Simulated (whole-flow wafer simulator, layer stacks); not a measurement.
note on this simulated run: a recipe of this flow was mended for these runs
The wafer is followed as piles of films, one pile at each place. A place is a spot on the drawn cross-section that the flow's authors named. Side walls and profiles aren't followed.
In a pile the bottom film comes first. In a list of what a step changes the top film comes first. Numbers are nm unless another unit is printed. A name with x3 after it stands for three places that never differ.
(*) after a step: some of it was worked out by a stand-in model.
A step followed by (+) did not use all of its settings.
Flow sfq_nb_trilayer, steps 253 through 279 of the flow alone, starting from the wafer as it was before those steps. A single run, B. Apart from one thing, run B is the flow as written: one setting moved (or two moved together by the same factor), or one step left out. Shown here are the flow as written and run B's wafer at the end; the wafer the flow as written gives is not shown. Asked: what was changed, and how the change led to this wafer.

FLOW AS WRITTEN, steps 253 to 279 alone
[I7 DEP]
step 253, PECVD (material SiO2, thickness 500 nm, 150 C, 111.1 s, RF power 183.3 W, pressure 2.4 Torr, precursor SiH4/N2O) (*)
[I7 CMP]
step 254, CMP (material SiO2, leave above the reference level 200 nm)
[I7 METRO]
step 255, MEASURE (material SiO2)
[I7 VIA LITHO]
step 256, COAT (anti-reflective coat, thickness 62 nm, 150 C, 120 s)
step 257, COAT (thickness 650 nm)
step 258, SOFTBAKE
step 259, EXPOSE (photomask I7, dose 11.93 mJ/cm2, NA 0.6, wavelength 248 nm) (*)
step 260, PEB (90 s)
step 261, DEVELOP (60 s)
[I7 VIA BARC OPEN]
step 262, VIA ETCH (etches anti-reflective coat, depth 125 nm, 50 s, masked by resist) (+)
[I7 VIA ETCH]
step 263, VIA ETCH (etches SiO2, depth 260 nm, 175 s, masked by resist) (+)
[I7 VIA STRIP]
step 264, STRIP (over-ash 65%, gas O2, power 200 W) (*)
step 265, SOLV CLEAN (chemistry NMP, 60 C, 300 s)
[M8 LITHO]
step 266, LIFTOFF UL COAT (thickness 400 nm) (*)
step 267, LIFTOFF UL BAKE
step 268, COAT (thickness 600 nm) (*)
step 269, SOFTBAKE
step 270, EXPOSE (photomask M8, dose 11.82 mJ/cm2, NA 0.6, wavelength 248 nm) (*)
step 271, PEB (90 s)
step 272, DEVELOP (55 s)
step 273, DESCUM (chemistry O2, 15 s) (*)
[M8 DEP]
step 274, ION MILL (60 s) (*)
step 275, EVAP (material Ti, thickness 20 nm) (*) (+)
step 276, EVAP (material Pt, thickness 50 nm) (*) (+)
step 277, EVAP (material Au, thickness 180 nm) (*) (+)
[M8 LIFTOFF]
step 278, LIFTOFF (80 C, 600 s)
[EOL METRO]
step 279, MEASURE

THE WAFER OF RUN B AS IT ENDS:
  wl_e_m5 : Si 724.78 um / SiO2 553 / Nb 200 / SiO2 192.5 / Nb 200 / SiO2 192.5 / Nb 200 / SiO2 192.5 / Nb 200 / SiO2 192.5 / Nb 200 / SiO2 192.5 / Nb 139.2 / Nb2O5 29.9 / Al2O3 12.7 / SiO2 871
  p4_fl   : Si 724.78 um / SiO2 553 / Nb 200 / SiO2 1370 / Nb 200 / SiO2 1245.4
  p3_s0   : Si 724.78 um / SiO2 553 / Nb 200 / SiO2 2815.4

What caused this: step 253, PECVD: 61.11 s was run, while the flow as written has 111.1 s.

How this came from the change, step by step:
  step 253, PECVD (material SiO2, thickness 500 nm, 150 C, 111.1 s, RF power 183.3 W, pressure 2.4 Torr, precursor SiH4/N2O) (*)
      field_l, p4_fl, p4_fm and 56 more: +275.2 SiO2 (as written it would have been: +500 SiO2)
      v_sur, via_wl, via_w and 37 more: +275.2 SiO2 (new film) (as written it would have been: +500 SiO2 (new film))
      (also at 7 further places)
  step 254, CMP (material SiO2, leave above the reference level 200 nm)
      field_l, p4_fl, p4_fm and 56 more: nothing (as written it would have been: -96 SiO2)
      field_r, lsp_l: nothing (as written it would have been: -73.2 SiO2)
      (also at 45 further places)
  step 256, COAT (anti-reflective coat, thickness 62 nm, 150 C, 120 s)
      wl_j_sl, wl_jj, wl_j_sr, wl_a_sl, wl_g_sr: +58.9 anti-reflective coat (new film) (as written it would have been: +62 anti-reflective coat (new film))
      p3_s3, p3_l4, p3_s4, m8r_gap_c: +63.4 anti-reflective coat (new film) (as written it would have been: +62 anti-reflective coat (new film))
      (also at 88 further places)
  step 257, COAT (thickness 650 nm)
      wl_a_sr, wl_g_m5: +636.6 KrF-resist-other-grade (new film) (as written it would have been: +650 KrF-resist-other-grade (new film))
      wl_d_m1, wl_d_sr: +673.2 KrF-resist-other-grade (new film) (as written it would have been: +650 KrF-resist-other-grade (new film))
      (also at 65 further places)
  step 261, DEVELOP (60 s)
      via_wl: -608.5 KrF-resist-other-grade (all of it) (as written it would have been: -648.6 KrF-resist-other-grade (all of it))
      via_w: -604 KrF-resist-other-grade (all of it) (as written it would have been: -648.6 KrF-resist-other-grade (all of it))
      (also at 1 further place)
  step 262, VIA ETCH (etches anti-reflective coat, depth 125 nm, 50 s, masked by resist) (+)
      via_wl: -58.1 anti-reflective coat (all of it), -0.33 SiO2 (as written it would have been: -62 anti-reflective coat (all of it), -0.31 SiO2)
      via_w: -69.5 anti-reflective coat (all of it), -0.28 SiO2 (as written it would have been: -62 anti-reflective coat (all of it), -0.31 SiO2)
      (also at 1 further place)
  step 264, STRIP (over-ash 65%, gas O2, power 200 W) (*)
      p3_s3, p3_s4: -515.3 KrF-resist-other-grade (all of it), -63.4 anti-reflective coat (all of it) (as written it would have been: -510.8 KrF-resist-other-grade (all of it), -62 anti-reflective coat (all of it))
      wl_j_sl, wl_jj: -498.5 KrF-resist-other-grade (all of it), -58.9 anti-reflective coat (all of it) (as written it would have been: -510.8 KrF-resist-other-grade (all of it), -62 anti-reflective coat (all of it))
      (also at 93 further places)
  step 266, LIFTOFF UL COAT (thickness 400 nm) (*)
      c5j, ce_r: +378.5 lift-off-underlayer (new film) (as written it would have been: +399.3 lift-off-underlayer (new film))
      wl_d_m1, wl_d_sr: +420.7 lift-off-underlayer (new film) (as written it would have been: +400 lift-off-underlayer (new film))
      (also at 85 further places)
  step 268, COAT (thickness 600 nm) (*)
      c5j, ce_r: +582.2 KrF-resist-other-grade (new film) (as written it would have been: +597 KrF-resist-other-grade (new film))
      wl_d_m1, wl_d_sr: +621.4 KrF-resist-other-grade (new film) (as written it would have been: +600 KrF-resist-other-grade (new film))
      (also at 39 further places)
  step 272, DEVELOP (55 s)
      field_l: -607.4 KrF-resist-other-grade (all of it), -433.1 lift-off-underlayer (all of it) (as written it would have been: -593.6 KrF-resist-other-grade (all of it), -387.9 lift-off-underlayer (all of it))
      v_sur: -592.6 KrF-resist-other-grade (all of it), -322.3 lift-off-underlayer (all of it) (as written it would have been: -607.6 KrF-resist-other-grade (all of it), -368.7 lift-off-underlayer (all of it))
      (also at 9 further places)
  step 278, LIFTOFF (80 C, 600 s)
      c5j, ce_r: -180 Au (all of it), -50 Pt (all of it), -20 Ti (all of it), -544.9 KrF-resist-other-grade (all of it), -378.5 lift-off-underlayer (all of it) (as written it would have been: -180 Au (all of it), -50 Pt (all of it), -20 Ti (all of it), -559.7 KrF-resist-other-grade (all of it), -399.3 lift-off-underlayer (all of it))
      wl_d_m1, wl_d_sr: -180 Au (all of it), -50 Pt (all of it), -20 Ti (all of it), -584 KrF-resist-other-grade (all of it), -420.7 lift-off-underlayer (all of it) (as written it would have been: -180 Au (all of it), -50 Pt (all of it), -20 Ti (all of it), -562.7 KrF-resist-other-grade (all of it), -400 lift-off-underlayer (all of it))
      (also at 74 further places)
